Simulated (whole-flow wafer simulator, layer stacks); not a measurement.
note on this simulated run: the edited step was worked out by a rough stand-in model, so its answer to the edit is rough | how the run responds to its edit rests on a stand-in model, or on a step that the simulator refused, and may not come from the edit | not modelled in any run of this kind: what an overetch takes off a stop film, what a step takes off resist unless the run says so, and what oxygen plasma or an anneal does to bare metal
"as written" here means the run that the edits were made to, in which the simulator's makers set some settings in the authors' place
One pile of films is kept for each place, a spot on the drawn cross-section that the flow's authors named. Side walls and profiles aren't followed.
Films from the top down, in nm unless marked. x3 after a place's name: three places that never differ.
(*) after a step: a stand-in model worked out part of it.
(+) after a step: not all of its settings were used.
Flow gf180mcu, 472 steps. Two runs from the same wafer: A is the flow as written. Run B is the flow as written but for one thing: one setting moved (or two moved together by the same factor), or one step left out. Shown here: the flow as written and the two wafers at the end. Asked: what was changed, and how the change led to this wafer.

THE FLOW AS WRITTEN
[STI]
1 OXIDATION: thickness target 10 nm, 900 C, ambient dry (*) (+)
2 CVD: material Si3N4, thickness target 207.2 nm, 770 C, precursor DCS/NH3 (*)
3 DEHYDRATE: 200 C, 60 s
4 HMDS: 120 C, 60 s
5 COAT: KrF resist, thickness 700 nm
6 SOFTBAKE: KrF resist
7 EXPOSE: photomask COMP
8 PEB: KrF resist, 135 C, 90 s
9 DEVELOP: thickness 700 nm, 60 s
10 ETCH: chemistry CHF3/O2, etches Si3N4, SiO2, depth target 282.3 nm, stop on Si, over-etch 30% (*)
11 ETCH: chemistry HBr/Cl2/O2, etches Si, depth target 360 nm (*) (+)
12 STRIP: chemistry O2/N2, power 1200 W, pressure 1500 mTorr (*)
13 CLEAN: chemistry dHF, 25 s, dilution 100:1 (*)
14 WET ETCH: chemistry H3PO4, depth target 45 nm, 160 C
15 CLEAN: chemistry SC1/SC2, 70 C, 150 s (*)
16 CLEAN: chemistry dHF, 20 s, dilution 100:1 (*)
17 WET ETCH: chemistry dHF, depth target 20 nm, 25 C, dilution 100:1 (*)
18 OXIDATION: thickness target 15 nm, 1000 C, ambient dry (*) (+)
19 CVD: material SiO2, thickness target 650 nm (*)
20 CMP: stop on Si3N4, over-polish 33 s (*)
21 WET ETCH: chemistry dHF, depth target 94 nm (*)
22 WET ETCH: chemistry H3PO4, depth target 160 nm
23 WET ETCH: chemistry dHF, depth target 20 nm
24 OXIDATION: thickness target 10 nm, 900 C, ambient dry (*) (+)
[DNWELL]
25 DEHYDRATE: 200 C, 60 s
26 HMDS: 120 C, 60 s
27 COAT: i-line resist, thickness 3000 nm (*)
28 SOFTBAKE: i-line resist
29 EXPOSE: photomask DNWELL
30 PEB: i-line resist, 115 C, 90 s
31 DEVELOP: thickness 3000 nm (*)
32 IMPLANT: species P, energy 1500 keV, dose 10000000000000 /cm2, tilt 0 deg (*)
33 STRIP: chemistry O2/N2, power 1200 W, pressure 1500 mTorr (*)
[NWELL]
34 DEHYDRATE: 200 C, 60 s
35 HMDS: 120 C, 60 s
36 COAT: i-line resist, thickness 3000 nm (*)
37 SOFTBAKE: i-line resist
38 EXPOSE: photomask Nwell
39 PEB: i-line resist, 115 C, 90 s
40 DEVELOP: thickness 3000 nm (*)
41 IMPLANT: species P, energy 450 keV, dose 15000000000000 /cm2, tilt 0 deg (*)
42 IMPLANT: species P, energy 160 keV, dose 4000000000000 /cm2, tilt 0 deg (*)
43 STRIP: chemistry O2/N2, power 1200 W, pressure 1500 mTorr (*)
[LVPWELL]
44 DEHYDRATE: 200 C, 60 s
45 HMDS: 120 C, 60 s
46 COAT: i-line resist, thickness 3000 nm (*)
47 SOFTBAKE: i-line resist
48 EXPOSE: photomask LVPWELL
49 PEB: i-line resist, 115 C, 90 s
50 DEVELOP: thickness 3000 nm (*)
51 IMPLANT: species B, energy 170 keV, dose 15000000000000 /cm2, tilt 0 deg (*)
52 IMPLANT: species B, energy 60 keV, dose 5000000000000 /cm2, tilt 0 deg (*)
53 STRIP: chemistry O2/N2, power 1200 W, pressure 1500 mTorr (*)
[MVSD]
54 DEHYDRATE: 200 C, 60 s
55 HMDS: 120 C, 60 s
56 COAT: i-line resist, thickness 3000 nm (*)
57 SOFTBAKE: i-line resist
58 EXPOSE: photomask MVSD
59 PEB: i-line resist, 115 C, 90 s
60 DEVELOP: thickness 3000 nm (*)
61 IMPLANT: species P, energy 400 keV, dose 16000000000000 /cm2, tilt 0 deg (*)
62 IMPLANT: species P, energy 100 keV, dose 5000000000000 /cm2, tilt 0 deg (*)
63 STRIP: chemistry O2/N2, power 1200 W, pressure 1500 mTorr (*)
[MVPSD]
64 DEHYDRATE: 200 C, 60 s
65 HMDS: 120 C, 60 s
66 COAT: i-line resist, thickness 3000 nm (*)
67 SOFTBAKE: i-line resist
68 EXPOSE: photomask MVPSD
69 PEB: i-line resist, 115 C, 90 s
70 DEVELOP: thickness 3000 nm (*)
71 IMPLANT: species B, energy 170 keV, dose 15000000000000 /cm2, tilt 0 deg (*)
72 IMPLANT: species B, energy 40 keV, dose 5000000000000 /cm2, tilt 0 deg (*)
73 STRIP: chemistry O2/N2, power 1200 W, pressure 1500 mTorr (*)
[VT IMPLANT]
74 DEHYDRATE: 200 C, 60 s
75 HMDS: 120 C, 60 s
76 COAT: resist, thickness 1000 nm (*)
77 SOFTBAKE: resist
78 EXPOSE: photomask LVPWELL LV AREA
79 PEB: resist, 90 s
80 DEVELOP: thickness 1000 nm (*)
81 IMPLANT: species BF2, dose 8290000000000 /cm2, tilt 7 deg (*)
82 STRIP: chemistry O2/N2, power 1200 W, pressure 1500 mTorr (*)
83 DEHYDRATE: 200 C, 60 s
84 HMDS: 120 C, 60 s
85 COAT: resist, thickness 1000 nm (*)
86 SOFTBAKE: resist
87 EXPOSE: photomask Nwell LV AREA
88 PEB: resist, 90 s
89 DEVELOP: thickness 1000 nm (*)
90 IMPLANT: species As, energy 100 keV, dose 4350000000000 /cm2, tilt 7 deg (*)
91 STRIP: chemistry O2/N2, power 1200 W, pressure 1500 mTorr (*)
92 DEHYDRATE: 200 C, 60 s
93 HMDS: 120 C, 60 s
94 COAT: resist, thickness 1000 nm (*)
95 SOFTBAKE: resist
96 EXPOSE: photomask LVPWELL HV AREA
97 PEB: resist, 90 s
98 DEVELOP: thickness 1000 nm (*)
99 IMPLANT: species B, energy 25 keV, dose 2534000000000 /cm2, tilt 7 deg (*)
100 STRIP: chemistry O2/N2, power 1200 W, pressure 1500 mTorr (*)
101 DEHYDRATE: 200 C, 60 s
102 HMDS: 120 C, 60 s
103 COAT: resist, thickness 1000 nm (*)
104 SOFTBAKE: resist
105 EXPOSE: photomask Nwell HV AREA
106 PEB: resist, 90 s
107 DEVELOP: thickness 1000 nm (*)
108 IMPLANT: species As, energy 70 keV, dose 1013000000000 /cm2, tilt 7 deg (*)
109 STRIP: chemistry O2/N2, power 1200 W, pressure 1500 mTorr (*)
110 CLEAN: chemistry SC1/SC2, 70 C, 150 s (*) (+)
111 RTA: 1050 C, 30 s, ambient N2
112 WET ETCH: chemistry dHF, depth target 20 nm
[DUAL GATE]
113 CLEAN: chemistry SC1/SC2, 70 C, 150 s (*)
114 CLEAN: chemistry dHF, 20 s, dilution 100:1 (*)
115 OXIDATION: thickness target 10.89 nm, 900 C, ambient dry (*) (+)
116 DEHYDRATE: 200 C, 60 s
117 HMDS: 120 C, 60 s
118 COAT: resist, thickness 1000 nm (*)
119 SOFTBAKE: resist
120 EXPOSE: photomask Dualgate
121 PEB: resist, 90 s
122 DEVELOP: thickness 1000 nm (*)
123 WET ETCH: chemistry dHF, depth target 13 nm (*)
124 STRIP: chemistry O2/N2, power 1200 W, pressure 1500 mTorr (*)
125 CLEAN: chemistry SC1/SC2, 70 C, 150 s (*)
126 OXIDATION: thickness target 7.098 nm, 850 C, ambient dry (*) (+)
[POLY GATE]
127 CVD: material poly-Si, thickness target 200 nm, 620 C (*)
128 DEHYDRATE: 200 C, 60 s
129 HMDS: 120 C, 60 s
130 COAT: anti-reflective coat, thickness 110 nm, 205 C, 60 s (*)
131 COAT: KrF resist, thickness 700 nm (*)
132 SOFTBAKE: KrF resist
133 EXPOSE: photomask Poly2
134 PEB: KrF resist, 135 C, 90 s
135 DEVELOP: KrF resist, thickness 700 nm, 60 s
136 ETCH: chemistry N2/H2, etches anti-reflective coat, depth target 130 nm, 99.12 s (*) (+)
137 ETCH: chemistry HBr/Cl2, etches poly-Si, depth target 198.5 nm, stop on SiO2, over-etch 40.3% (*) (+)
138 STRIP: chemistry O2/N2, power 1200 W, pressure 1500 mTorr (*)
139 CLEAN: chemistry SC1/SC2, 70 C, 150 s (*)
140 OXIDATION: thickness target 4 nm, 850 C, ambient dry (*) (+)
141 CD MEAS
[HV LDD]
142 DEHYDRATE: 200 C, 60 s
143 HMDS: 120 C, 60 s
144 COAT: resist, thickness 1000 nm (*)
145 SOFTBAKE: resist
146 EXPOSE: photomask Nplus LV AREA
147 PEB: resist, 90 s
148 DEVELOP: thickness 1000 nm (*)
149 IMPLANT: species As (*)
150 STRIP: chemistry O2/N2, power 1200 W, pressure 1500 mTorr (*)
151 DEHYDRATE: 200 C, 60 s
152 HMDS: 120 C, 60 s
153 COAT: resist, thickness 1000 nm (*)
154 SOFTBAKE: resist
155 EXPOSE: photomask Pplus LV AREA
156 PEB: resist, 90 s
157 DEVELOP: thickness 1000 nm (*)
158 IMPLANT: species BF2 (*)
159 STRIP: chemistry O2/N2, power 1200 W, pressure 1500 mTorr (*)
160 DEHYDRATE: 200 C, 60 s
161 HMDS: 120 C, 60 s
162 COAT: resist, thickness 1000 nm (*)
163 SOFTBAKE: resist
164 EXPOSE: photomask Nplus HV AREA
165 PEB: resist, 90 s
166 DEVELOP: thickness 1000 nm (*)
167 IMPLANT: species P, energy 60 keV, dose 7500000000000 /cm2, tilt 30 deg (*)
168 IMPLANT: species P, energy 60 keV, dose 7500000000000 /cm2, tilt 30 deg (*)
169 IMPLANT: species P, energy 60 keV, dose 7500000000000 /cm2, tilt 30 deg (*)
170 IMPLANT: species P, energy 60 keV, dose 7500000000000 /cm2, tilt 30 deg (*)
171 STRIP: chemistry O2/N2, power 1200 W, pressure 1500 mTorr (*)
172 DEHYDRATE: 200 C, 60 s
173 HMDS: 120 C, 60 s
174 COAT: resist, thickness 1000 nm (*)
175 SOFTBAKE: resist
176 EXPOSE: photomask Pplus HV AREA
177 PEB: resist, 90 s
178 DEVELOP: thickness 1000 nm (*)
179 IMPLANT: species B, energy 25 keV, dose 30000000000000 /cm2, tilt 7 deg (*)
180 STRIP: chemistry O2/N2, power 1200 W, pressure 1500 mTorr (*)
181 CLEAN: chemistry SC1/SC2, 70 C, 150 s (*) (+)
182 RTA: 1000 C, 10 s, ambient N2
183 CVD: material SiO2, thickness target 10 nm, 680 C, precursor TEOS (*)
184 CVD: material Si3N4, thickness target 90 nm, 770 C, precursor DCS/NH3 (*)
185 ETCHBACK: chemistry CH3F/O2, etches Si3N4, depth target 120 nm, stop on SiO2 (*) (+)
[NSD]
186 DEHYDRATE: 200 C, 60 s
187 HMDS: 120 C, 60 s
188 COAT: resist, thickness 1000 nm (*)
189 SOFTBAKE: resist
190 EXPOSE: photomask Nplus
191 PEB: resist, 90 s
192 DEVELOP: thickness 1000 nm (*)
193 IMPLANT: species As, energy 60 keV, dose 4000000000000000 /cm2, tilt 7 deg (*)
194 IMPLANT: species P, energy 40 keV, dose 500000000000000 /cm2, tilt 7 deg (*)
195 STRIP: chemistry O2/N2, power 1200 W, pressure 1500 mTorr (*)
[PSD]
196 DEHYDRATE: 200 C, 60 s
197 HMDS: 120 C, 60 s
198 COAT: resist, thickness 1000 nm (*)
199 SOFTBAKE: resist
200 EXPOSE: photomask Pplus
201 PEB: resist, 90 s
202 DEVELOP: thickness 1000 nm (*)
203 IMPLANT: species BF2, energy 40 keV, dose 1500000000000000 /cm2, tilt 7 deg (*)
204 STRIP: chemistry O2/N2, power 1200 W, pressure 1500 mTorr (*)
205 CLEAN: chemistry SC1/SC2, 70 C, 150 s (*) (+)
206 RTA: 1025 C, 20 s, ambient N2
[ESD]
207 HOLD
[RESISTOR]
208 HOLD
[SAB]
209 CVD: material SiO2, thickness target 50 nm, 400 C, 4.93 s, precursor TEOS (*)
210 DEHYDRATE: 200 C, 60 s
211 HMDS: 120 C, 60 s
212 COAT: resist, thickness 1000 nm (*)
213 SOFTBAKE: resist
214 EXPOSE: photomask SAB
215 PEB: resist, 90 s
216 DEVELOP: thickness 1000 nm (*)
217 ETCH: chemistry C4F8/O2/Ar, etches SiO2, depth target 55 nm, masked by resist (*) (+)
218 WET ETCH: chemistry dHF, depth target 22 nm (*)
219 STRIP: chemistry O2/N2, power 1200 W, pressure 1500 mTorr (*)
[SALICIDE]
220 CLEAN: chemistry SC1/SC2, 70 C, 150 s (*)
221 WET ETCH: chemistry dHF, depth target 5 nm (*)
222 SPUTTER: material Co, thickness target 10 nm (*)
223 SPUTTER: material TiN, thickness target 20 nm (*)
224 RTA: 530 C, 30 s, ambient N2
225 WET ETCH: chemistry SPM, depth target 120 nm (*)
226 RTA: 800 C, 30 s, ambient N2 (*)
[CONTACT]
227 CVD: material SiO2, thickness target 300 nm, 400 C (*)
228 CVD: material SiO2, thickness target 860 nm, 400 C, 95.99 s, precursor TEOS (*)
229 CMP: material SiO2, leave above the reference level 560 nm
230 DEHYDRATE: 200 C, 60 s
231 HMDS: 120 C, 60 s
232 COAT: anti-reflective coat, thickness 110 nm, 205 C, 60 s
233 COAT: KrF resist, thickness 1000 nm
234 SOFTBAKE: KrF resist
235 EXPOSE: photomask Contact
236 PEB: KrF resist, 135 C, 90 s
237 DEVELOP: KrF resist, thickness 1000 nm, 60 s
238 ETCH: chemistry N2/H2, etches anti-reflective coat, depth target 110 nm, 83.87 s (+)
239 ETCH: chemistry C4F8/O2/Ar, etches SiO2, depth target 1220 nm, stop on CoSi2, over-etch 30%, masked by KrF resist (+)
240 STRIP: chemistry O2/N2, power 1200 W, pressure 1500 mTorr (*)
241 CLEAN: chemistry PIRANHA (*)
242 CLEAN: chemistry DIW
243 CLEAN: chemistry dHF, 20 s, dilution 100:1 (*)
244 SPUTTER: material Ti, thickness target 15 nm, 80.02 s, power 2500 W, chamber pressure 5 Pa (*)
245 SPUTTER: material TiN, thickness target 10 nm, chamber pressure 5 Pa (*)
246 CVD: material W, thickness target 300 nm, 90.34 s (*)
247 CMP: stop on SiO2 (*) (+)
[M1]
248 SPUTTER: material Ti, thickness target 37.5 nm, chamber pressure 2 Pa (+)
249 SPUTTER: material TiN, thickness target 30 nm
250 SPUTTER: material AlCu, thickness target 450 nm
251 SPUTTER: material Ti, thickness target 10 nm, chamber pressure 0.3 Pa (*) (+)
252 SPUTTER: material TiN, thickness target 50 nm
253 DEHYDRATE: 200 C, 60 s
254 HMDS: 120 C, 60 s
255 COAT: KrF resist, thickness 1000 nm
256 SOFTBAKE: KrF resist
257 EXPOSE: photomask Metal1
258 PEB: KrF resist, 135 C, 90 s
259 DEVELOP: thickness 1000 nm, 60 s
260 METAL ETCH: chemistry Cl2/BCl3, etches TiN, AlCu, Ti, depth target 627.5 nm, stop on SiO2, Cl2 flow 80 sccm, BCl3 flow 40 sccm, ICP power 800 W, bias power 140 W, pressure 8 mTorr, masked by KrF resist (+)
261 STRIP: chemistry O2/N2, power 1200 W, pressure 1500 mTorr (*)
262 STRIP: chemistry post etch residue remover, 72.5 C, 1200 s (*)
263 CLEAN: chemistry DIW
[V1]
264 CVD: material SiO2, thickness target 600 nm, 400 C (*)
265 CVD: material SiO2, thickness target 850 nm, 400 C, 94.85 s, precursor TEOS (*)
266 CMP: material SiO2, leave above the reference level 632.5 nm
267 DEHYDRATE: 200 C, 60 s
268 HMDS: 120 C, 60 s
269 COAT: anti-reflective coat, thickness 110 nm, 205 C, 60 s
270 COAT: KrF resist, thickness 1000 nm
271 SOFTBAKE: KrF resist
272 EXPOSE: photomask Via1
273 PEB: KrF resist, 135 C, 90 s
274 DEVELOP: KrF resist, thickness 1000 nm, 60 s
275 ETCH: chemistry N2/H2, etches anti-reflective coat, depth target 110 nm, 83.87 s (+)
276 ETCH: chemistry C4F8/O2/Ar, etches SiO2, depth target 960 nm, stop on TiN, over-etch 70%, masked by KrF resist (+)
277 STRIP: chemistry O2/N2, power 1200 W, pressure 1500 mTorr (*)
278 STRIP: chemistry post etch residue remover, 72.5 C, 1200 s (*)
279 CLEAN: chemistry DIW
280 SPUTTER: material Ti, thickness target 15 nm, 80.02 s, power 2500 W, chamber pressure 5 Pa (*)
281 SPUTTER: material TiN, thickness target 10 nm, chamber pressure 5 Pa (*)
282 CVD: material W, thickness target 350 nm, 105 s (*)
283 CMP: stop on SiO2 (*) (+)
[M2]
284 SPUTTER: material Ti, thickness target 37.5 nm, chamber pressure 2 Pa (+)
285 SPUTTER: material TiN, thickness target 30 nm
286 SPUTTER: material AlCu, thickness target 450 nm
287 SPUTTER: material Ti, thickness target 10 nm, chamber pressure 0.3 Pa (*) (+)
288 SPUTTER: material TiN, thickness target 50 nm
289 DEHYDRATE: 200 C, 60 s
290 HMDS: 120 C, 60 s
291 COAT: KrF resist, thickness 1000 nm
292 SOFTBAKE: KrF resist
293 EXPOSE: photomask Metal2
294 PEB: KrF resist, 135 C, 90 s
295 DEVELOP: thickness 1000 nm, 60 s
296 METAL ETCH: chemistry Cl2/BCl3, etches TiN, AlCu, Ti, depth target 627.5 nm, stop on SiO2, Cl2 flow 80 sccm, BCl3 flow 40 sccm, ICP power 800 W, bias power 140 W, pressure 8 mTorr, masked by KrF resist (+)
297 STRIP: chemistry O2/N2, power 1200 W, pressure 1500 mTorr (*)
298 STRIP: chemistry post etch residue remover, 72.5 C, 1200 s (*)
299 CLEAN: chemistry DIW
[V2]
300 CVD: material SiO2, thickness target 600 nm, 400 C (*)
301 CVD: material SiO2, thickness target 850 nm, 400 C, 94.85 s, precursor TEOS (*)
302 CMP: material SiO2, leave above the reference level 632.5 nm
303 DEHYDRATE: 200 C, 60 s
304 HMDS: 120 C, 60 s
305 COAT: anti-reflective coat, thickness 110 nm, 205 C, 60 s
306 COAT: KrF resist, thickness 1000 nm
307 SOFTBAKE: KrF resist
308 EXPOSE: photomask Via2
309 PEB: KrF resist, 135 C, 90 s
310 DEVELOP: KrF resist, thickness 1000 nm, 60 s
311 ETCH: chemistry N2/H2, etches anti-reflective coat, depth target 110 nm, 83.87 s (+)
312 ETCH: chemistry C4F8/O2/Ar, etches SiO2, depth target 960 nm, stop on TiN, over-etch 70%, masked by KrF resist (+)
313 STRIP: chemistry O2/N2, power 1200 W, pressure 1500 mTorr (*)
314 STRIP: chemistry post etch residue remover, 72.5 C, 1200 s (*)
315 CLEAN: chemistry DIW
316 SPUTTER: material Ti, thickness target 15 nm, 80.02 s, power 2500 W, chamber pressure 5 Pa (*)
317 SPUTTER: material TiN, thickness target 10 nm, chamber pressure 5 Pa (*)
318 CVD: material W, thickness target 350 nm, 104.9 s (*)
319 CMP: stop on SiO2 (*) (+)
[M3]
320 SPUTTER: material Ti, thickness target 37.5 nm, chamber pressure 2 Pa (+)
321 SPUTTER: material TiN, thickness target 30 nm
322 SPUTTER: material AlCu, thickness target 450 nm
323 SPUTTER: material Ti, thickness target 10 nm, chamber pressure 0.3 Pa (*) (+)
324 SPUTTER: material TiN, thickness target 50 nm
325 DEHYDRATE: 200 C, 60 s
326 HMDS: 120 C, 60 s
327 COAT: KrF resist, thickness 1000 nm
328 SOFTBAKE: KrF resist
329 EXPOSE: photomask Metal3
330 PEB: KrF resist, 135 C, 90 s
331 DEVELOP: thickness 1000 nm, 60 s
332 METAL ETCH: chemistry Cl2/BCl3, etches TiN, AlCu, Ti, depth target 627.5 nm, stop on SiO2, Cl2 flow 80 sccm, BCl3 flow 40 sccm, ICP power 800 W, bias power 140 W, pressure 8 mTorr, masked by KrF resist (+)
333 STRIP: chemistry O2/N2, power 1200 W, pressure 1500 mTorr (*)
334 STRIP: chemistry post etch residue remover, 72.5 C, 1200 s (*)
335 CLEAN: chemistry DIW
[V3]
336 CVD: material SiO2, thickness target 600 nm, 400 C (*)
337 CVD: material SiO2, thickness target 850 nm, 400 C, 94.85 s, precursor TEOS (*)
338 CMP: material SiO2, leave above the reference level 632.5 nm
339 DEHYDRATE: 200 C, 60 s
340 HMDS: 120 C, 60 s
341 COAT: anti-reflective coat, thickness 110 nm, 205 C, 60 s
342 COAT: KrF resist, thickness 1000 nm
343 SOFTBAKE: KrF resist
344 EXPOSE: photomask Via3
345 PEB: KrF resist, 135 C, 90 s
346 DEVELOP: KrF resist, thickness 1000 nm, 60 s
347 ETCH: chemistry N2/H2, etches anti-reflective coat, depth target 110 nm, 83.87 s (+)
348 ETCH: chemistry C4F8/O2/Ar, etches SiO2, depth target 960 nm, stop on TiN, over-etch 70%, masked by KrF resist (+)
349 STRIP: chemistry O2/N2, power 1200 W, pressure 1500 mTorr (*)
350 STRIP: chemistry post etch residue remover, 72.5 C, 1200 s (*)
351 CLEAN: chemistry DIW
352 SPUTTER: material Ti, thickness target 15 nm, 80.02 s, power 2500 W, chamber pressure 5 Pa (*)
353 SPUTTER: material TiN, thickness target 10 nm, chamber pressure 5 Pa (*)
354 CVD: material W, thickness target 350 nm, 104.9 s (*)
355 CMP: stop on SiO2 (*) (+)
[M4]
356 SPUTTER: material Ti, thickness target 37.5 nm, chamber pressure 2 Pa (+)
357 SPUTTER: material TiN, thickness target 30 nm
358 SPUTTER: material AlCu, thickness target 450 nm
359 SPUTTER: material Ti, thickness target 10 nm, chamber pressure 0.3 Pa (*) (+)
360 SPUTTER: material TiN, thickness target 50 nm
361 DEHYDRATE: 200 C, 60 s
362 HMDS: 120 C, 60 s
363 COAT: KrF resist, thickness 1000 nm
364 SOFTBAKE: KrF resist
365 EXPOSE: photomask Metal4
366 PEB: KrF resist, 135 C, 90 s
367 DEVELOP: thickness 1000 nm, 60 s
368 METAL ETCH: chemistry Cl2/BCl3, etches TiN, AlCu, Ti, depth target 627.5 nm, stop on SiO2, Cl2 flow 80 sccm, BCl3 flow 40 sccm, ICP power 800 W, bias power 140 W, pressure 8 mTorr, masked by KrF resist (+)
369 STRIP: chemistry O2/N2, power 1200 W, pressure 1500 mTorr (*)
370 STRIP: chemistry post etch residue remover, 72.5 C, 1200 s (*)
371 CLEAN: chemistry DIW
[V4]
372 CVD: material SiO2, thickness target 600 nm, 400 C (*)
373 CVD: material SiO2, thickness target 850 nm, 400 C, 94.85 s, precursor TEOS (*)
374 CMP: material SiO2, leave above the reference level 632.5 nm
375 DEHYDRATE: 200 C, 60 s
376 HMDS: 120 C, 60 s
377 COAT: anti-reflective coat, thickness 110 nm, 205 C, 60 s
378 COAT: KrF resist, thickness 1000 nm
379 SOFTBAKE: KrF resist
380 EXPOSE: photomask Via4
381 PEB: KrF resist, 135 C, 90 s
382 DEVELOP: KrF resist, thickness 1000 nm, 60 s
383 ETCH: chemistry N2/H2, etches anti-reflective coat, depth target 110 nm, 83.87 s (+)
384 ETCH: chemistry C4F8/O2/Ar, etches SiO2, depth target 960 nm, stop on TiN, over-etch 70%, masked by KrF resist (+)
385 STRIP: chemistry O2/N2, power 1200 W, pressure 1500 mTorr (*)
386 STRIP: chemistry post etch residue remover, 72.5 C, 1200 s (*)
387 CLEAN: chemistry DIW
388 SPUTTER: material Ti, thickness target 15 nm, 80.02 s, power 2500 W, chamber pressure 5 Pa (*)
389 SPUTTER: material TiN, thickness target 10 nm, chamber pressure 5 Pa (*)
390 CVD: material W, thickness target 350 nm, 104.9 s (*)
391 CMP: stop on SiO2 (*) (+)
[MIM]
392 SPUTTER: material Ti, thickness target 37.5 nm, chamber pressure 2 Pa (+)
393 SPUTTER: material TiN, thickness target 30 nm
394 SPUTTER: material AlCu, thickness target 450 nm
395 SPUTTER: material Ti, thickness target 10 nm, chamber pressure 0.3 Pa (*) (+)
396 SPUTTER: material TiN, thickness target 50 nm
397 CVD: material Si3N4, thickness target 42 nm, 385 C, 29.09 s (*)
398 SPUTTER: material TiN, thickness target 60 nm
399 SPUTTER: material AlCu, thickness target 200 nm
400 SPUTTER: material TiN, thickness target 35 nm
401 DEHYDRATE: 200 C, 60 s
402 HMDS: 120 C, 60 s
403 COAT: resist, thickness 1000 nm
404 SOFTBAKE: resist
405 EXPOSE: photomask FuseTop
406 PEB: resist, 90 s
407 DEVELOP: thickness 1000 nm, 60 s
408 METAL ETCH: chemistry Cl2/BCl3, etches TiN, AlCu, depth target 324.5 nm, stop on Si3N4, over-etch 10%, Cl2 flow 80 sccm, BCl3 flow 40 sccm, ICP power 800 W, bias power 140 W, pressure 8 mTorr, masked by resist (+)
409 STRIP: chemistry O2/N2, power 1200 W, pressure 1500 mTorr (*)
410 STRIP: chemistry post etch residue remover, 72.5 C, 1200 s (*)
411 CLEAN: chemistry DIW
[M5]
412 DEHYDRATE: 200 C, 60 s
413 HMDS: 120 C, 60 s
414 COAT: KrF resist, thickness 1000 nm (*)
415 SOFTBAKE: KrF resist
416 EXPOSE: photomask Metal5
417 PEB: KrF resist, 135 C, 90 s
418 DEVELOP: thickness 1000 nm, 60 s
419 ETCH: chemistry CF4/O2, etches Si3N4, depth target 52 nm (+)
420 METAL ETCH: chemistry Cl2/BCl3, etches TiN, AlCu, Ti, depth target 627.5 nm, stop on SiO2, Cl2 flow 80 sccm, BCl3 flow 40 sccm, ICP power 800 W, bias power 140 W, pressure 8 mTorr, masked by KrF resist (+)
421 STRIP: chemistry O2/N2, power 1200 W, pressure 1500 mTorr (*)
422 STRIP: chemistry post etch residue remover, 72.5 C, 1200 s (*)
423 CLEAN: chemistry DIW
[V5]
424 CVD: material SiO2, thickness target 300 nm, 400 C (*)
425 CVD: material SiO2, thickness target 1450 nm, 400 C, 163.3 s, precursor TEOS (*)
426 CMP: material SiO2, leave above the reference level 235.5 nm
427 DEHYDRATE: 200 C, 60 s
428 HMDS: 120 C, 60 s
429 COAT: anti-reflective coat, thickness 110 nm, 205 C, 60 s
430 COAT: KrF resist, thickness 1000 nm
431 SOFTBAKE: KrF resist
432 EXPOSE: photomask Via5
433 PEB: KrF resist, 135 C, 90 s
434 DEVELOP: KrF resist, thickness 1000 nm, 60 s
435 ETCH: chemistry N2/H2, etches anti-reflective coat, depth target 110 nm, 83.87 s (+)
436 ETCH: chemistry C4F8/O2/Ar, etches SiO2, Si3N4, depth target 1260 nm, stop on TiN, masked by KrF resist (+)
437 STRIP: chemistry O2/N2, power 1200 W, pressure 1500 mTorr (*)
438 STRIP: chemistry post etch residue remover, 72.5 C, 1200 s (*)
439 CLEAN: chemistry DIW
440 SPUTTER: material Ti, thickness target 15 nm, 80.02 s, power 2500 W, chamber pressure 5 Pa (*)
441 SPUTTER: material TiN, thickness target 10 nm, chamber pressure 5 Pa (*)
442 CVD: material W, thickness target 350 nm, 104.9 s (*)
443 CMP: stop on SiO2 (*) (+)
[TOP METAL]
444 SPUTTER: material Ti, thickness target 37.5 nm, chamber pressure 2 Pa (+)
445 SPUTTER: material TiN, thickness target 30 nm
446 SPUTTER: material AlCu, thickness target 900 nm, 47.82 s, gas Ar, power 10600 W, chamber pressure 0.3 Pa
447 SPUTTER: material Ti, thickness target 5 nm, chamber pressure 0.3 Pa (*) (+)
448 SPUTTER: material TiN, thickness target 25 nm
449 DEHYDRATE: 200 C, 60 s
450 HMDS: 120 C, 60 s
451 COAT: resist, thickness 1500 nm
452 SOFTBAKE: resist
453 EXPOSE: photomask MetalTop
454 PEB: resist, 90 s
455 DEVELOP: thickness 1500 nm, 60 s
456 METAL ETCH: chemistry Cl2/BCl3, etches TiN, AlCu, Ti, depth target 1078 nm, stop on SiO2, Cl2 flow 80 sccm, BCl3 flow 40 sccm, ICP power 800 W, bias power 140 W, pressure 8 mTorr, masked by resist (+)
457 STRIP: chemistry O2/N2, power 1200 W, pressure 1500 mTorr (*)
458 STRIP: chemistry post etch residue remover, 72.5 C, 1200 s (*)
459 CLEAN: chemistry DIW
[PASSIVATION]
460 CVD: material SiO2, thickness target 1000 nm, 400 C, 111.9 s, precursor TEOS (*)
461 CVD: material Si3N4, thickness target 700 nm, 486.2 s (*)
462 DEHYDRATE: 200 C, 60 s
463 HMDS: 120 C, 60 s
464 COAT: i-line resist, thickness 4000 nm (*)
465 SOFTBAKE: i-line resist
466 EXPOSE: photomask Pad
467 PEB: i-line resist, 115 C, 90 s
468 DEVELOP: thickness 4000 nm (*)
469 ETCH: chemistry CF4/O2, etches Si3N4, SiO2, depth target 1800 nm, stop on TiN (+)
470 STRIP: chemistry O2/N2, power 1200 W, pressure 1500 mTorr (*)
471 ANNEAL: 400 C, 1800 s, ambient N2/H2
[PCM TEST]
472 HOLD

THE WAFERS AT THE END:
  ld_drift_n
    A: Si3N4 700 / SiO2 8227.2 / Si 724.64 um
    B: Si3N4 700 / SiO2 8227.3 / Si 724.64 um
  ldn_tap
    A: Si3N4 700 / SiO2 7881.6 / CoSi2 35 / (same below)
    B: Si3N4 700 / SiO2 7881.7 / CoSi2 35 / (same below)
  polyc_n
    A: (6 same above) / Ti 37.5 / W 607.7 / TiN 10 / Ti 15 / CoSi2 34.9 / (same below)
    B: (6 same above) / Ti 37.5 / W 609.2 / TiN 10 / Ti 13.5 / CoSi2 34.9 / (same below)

The cause: step 244, SPUTTER: chamber pressure 5.3 Pa was run, where the flow has chamber pressure 5 Pa.

How the change led to this, step by step:
  244 SPUTTER: material Ti, thickness target 15 nm, 80.02 s, power 2500 W, chamber pressure 5 Pa (*)
      field, field__w1, field__w2 and 107 more: A Ti +15 (new film) | B Ti +13.5 (new film)
      contact: A Ti +8.55 (new film) | B Ti +7.79 (new film)
  247 CMP: stop on SiO2 (*) (+)
      field, field__w1, field__w2 and 105 more: A W -300 (all of it), TiN -10 (all of it), Ti -15 (all of it), SiO2 -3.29 | B W -300 (all of it), TiN -10 (all of it), Ti -13.5 (all of it), SiO2 -3.28
